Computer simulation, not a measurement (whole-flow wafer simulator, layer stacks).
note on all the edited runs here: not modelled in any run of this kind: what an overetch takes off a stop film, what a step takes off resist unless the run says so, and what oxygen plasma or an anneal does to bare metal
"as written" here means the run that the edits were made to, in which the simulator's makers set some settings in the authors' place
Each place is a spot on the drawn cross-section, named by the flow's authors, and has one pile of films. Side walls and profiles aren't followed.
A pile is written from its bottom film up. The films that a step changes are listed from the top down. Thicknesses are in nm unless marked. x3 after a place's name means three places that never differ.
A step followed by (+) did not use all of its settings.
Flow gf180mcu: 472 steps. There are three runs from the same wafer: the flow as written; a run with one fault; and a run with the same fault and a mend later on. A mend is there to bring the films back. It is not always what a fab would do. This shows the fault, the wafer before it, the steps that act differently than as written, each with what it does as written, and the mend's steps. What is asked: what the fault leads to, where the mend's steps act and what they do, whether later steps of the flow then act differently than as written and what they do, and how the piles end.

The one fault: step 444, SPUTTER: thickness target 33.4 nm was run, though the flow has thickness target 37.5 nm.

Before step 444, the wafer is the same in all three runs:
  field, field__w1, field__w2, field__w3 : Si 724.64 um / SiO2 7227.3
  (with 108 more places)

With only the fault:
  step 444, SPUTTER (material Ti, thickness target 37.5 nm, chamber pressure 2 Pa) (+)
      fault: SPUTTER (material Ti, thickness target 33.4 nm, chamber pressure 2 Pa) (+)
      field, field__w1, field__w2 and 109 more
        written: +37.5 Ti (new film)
        fault: +33.4 Ti (new film)
  Steps further on in the flow that do not act as written (5 other steps are not shown; they differ only slightly, by no more than 2% or 0.5 nm, whichever is larger):
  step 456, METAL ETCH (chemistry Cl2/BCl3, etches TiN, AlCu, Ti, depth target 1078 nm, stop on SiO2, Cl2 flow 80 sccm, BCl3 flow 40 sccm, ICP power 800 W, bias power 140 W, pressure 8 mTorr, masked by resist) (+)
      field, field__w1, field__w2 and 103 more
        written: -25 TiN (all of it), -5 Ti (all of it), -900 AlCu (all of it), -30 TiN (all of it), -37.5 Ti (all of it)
        fault: -25 TiN (all of it), -5 Ti (all of it), -900 AlCu (all of it), -30 TiN (all of it), -33.4 Ti (all of it)
  The piles end different from the flow's at field__w8, contact, m1, m1__w1, pad, m1_nw by more than 2% or 0.5 nm, whichever is larger.
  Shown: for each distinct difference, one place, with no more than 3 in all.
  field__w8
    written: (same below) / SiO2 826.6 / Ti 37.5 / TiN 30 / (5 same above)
    fault: (same below) / SiO2 826.6 / Ti 33.4 / TiN 30 / (5 same above)
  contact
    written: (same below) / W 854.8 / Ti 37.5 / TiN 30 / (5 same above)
    fault: (same below) / W 854.8 / Ti 33.4 / TiN 30 / (5 same above)
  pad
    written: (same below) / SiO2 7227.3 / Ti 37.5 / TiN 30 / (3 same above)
    fault: (same below) / SiO2 7227.3 / Ti 33.4 / TiN 30 / (3 same above)

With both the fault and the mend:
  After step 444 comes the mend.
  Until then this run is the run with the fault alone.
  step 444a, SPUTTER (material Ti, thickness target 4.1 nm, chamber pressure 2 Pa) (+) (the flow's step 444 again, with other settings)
      field, field__w1, field__w2 and 109 more
        +4.1 Ti
  Every later step of the flow that is run acts as written at every place that is followed.
  By the end, the piles equal the flow's at every place that both follow.
